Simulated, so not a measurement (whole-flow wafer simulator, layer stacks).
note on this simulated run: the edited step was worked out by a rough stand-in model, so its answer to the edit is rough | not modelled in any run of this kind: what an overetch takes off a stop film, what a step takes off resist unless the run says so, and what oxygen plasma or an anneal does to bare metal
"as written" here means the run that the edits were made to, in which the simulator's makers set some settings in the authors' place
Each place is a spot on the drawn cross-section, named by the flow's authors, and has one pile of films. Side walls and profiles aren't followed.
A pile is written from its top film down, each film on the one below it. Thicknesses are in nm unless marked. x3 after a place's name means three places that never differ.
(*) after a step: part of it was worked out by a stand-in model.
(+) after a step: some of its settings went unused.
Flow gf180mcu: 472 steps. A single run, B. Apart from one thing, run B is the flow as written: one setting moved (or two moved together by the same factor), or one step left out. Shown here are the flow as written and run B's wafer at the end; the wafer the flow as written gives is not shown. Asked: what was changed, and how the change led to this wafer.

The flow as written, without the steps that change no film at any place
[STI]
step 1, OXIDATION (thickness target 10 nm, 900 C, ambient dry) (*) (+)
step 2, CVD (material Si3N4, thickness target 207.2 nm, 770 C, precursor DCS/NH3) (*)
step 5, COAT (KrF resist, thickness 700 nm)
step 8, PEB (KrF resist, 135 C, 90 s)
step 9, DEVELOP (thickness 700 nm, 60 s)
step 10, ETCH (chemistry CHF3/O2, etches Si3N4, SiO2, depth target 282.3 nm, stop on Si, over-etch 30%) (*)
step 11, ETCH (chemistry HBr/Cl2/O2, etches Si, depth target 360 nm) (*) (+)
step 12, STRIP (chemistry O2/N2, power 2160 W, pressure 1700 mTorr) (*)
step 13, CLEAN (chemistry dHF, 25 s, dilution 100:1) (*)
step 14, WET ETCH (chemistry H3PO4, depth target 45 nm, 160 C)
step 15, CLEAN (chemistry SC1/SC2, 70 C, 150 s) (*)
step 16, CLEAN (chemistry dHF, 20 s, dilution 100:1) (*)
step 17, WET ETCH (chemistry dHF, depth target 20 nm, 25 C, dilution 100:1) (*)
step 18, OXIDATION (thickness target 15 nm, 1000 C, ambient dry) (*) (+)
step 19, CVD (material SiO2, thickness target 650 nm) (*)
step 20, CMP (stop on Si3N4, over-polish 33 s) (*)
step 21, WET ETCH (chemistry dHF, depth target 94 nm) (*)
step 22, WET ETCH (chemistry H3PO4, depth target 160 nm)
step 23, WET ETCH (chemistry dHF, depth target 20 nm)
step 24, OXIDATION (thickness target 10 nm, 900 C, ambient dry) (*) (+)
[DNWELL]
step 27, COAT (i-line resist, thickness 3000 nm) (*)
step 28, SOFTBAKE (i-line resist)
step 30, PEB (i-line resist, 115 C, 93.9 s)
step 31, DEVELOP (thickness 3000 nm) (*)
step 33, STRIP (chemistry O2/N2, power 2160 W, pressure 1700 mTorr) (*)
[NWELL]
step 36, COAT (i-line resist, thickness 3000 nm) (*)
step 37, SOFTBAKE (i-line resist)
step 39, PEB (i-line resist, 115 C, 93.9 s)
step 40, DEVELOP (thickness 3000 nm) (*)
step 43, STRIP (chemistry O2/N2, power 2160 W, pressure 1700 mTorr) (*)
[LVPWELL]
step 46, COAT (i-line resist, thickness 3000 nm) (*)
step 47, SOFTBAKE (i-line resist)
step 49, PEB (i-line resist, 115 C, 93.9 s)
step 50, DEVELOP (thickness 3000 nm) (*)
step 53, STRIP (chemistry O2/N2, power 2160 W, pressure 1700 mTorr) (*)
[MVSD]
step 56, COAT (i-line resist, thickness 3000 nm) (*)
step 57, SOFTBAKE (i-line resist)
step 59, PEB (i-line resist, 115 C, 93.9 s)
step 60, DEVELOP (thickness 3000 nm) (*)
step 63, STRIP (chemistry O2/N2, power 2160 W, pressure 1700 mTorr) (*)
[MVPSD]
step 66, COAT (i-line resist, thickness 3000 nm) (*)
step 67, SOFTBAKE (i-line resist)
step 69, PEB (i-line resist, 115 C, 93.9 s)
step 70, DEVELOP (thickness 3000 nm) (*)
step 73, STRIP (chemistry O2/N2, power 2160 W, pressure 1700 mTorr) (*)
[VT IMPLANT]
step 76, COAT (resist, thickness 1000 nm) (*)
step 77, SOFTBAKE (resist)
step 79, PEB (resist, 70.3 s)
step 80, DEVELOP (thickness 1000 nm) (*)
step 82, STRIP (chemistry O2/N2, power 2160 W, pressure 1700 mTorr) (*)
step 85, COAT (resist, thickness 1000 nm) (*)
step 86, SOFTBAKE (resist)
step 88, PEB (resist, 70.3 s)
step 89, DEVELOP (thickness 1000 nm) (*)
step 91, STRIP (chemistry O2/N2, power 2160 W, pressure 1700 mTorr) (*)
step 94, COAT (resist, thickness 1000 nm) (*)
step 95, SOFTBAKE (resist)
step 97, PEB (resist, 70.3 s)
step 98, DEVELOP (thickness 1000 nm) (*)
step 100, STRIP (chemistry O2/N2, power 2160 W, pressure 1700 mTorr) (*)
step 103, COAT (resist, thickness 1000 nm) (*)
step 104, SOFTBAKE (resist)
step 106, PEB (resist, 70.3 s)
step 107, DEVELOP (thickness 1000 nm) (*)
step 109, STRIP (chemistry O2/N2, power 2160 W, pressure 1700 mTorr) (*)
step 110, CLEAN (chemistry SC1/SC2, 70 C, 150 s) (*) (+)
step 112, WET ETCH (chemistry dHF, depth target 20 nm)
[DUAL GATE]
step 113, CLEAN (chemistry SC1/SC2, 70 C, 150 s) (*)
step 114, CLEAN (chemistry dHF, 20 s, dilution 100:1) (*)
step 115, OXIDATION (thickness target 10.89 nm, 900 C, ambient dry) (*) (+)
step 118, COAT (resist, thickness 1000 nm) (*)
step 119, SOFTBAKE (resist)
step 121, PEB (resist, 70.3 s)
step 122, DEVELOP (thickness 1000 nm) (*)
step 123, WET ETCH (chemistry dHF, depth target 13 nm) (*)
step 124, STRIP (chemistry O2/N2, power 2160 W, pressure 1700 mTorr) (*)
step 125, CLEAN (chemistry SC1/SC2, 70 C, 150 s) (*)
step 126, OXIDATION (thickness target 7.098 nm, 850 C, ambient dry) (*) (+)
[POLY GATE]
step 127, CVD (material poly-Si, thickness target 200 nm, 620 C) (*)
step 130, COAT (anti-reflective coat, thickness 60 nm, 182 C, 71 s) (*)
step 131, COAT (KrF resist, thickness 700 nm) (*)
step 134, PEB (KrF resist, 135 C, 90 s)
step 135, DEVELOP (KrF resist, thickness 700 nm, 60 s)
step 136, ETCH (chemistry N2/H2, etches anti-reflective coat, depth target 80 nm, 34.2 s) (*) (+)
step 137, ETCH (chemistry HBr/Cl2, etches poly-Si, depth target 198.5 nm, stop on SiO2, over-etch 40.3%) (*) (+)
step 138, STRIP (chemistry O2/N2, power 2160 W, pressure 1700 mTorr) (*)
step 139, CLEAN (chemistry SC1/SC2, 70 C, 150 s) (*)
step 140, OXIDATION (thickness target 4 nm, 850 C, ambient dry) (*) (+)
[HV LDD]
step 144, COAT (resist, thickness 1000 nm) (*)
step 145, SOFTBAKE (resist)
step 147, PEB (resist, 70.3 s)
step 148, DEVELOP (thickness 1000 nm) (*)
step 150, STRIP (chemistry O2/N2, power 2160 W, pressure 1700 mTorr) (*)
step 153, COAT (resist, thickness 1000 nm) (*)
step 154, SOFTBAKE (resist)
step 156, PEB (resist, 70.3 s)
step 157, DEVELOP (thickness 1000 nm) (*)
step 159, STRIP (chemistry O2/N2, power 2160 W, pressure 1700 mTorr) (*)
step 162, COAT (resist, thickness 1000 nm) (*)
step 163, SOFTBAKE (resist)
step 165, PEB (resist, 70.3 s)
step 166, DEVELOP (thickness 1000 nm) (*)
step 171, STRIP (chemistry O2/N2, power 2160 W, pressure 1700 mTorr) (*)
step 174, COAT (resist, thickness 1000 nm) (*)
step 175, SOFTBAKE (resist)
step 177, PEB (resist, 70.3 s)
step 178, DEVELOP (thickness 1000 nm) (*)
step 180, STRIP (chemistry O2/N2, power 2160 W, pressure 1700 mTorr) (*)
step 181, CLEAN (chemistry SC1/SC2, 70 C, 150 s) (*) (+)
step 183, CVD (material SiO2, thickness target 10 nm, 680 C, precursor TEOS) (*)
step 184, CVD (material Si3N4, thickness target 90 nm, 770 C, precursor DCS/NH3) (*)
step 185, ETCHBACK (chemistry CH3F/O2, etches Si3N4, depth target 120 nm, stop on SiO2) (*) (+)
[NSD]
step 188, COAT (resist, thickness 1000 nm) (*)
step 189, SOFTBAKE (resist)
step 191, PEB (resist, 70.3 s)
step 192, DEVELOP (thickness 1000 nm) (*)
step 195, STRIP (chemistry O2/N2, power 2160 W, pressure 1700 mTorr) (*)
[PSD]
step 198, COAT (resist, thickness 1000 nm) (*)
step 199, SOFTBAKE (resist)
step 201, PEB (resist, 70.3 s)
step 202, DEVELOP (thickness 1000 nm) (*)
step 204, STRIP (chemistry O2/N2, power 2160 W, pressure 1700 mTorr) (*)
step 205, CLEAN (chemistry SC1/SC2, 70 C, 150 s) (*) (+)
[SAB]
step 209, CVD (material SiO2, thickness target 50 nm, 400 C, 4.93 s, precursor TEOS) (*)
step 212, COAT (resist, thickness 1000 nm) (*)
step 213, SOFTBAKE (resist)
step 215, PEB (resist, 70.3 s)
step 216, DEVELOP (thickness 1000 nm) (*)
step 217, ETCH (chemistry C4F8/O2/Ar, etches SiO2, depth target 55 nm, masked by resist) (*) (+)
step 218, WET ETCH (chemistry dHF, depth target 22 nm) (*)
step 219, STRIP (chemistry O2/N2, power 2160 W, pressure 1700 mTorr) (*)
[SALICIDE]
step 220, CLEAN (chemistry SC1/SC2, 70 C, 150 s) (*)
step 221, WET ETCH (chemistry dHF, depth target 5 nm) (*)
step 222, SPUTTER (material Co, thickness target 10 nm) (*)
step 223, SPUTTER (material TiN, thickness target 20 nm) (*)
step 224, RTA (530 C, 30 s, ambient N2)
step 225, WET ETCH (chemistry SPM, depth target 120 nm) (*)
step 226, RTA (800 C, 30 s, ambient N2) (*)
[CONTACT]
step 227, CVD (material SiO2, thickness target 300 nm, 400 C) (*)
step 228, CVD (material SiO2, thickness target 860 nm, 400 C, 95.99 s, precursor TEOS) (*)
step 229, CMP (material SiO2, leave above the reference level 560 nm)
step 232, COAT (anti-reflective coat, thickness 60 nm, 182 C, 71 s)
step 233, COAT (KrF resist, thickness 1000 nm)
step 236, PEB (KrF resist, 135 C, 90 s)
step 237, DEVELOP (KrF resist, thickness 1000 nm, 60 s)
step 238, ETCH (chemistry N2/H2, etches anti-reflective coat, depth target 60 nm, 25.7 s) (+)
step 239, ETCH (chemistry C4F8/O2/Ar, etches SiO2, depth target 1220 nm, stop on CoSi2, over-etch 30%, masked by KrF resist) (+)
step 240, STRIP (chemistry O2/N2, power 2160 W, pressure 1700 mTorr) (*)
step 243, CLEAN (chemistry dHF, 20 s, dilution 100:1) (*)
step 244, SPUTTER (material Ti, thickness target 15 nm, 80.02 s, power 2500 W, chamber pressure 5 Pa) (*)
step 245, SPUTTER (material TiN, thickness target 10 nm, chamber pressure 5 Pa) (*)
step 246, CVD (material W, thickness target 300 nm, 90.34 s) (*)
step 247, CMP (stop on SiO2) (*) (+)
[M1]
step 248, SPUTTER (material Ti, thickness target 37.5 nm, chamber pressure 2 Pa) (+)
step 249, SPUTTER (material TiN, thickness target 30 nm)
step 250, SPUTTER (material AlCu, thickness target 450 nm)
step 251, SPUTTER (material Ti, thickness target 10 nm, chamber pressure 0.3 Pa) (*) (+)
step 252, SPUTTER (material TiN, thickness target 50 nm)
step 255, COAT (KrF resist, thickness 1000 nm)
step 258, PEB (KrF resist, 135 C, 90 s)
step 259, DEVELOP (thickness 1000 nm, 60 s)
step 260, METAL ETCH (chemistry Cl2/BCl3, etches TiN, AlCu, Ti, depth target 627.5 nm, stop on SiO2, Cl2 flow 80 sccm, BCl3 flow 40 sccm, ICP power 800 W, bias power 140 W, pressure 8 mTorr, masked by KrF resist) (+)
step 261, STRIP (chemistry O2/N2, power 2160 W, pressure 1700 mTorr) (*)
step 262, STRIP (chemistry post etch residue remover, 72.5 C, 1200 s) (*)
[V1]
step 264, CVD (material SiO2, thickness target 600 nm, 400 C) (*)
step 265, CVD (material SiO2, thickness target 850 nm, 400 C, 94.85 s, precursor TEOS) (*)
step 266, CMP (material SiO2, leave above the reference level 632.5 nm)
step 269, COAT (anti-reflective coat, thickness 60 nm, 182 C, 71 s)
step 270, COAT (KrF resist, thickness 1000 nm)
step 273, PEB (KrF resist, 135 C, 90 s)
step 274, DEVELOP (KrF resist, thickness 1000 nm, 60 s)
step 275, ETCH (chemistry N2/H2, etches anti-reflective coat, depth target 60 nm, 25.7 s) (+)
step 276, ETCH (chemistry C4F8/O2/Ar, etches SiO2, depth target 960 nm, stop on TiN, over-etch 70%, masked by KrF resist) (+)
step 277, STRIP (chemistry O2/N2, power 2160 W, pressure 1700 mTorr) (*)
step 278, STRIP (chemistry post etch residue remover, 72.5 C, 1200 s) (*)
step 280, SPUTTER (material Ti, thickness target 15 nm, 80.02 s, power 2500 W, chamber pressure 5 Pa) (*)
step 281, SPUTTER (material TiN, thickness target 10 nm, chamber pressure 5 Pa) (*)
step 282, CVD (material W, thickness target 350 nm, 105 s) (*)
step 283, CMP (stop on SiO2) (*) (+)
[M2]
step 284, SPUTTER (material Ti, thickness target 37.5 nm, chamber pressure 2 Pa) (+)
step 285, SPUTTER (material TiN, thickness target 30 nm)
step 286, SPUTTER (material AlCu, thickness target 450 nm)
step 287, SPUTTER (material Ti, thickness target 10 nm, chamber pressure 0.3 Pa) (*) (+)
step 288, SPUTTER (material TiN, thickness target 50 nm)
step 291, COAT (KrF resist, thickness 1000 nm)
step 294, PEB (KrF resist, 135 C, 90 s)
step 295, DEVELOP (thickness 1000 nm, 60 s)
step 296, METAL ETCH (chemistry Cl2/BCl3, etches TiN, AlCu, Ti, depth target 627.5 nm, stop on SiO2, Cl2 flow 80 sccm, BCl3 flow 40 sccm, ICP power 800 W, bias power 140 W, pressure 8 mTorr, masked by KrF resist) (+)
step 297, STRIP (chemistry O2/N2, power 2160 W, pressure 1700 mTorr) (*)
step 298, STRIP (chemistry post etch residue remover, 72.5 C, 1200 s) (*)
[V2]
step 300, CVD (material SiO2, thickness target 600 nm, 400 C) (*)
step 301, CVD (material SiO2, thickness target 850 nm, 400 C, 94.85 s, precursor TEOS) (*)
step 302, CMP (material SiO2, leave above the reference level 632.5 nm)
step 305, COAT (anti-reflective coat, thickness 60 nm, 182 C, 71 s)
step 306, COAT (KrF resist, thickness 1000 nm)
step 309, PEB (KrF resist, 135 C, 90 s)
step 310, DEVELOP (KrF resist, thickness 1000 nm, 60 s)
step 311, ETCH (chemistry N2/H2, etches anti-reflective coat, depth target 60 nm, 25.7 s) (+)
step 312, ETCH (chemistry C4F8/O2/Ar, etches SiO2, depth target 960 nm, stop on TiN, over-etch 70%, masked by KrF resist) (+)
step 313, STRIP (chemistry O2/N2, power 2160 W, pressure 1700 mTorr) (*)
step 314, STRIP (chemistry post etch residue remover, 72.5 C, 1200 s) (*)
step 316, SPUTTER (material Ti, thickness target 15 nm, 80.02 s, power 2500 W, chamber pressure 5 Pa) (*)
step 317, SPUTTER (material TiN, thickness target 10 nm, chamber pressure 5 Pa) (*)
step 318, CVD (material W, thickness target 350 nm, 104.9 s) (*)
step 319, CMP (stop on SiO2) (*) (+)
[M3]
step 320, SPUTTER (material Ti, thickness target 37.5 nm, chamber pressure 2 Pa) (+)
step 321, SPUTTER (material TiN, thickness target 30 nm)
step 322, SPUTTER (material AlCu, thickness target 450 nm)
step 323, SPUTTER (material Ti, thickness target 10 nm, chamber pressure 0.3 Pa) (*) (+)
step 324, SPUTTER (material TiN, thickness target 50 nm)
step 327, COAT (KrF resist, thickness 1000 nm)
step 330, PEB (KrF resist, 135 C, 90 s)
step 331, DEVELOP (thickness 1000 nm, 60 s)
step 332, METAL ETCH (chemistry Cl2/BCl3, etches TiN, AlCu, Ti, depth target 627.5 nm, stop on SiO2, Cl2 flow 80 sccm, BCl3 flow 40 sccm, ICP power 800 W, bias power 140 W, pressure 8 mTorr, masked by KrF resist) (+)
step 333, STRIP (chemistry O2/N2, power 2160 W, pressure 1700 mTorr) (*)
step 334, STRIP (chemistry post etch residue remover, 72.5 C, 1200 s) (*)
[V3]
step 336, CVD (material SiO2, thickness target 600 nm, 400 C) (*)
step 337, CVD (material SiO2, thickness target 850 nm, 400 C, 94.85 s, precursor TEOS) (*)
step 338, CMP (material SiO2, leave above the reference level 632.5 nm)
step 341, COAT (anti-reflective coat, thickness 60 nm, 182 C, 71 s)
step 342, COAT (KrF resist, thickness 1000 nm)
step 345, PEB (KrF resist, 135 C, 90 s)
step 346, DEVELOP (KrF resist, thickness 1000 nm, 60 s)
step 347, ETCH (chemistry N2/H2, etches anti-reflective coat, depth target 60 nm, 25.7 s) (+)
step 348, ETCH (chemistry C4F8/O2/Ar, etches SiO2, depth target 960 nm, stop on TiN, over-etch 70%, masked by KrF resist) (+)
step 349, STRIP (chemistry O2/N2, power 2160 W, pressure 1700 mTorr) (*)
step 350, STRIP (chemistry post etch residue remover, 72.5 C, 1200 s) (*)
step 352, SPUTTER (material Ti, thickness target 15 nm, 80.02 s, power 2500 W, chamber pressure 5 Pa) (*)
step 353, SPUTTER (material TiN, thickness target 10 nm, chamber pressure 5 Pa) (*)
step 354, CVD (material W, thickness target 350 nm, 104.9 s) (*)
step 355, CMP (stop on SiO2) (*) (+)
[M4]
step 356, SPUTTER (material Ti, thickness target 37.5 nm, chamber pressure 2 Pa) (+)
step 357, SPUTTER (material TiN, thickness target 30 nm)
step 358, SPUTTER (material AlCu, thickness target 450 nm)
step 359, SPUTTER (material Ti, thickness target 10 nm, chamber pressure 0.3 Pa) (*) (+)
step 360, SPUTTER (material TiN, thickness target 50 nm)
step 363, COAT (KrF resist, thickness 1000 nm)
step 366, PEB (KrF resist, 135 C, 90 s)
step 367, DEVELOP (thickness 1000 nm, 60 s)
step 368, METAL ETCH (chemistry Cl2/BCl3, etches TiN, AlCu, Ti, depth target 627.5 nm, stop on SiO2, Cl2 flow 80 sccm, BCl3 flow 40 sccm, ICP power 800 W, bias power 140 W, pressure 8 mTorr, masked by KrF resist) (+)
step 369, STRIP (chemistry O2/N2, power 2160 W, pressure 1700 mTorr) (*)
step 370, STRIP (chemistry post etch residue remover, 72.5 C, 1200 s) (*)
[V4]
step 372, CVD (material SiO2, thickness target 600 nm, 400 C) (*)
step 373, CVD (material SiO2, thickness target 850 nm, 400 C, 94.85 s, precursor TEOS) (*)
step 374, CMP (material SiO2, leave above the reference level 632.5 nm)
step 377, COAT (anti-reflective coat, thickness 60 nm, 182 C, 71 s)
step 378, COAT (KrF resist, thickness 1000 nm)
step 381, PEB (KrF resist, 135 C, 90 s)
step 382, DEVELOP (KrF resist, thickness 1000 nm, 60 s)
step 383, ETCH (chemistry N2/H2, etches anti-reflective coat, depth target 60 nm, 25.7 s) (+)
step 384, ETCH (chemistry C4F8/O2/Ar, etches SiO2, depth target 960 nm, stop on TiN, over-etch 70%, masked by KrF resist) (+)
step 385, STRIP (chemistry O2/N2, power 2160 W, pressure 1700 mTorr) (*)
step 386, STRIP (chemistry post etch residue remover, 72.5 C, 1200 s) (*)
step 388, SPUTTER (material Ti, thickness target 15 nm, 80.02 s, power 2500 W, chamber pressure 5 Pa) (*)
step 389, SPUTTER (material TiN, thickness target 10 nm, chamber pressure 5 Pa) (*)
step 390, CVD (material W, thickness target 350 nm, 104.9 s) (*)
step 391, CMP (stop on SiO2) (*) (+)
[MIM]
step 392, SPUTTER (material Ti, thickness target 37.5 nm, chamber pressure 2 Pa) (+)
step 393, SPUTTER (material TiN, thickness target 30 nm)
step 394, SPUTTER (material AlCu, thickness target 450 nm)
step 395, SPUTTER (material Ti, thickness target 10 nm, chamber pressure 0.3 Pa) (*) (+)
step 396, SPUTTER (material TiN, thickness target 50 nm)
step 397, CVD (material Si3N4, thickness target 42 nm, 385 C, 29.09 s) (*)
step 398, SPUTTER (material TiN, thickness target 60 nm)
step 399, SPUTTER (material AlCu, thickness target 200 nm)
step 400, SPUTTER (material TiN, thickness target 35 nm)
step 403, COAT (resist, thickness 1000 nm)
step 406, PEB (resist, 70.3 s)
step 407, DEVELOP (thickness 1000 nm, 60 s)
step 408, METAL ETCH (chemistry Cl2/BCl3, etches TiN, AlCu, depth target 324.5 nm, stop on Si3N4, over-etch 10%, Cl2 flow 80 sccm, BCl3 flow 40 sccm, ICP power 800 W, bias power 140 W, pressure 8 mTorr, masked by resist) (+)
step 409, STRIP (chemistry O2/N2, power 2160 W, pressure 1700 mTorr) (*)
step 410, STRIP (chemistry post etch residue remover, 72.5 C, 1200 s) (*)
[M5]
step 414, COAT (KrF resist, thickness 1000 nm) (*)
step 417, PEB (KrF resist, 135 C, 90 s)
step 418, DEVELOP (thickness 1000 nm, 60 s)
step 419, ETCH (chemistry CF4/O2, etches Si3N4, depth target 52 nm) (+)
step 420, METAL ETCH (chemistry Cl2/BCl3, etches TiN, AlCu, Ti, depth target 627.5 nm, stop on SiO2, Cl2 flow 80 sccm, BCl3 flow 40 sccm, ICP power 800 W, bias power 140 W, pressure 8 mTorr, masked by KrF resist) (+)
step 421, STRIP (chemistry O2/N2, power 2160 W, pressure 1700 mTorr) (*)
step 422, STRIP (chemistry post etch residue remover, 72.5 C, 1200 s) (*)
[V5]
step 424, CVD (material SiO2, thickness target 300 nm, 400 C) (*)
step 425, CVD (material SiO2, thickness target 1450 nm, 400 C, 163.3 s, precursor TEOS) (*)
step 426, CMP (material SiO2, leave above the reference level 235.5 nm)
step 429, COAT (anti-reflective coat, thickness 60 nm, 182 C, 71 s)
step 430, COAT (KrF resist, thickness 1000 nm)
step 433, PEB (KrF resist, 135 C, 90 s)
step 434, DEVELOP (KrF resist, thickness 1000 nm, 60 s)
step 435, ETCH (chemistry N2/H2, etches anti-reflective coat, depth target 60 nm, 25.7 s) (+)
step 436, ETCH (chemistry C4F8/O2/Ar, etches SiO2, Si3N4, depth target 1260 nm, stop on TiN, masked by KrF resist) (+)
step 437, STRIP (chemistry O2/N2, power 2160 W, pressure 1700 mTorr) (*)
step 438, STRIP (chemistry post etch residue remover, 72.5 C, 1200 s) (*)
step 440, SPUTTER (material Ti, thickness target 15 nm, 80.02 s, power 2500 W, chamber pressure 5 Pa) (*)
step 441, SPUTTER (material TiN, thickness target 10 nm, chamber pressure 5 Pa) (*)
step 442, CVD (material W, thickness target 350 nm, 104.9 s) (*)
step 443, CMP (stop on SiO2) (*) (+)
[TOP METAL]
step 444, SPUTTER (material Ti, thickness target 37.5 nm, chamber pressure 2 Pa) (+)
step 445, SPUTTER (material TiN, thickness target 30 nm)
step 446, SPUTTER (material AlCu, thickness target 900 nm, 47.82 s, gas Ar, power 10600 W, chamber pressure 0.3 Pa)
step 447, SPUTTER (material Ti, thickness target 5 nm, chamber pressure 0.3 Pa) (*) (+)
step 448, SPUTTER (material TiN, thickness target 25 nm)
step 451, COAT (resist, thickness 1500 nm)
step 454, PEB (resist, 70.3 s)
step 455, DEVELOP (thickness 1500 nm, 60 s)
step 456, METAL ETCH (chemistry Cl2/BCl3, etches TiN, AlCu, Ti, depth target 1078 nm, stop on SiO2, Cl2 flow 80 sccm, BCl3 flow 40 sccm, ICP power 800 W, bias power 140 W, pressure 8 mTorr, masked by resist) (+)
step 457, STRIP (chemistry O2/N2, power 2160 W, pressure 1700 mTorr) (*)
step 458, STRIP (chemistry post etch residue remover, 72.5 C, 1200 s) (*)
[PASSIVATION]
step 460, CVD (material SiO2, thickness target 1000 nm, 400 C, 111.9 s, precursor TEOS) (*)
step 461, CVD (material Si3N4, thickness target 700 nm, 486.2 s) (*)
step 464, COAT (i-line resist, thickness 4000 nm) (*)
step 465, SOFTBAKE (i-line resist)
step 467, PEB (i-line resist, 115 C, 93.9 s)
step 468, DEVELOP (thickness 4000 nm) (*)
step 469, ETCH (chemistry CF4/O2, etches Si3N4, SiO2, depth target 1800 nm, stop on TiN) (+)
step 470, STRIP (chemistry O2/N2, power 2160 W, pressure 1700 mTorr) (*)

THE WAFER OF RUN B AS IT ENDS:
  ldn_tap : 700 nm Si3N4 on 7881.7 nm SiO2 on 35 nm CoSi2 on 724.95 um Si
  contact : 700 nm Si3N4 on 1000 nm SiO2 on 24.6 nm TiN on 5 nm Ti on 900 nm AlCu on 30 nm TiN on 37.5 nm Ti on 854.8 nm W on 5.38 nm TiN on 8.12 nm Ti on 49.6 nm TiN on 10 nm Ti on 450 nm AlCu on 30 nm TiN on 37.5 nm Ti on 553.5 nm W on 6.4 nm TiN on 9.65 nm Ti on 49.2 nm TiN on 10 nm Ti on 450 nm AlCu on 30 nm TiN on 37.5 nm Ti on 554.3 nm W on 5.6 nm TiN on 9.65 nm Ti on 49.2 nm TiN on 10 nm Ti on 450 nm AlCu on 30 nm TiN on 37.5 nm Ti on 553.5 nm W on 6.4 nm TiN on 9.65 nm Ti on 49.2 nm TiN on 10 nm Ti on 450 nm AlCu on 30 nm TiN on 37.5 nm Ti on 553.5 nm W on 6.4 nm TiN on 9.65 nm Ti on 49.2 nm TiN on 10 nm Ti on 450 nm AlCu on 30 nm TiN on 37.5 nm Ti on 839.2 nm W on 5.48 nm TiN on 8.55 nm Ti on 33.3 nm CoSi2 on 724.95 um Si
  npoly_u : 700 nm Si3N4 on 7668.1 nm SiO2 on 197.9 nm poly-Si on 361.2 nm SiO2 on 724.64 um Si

The reason: step 353, SPUTTER: thickness target 8.75 nm was run, whereas the flow has thickness target 10 nm.

Step by step, how the change led to this:
  step 353, SPUTTER (material TiN, thickness target 10 nm, chamber pressure 5 Pa) (*)
      field, field__w1, field__w2 and 107 more: TiN gains 8.75 (new film) (it would be, as written: TiN gains 10 (new film))
      contact: TiN gains 5.6 (new film) (it would be, as written: TiN gains 6.4 (new film))
  step 355, CMP (stop on SiO2) (*) (+)
      field, field__w1, field__w2 and 107 more: W loses 350 (all of it), TiN loses 8.75 (all of it), Ti loses 15 (all of it), SiO2 loses 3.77 (it would be, as written: W loses 350 (all of it), TiN loses 10 (all of it), Ti loses 15 (all of it), SiO2 loses 3.78)
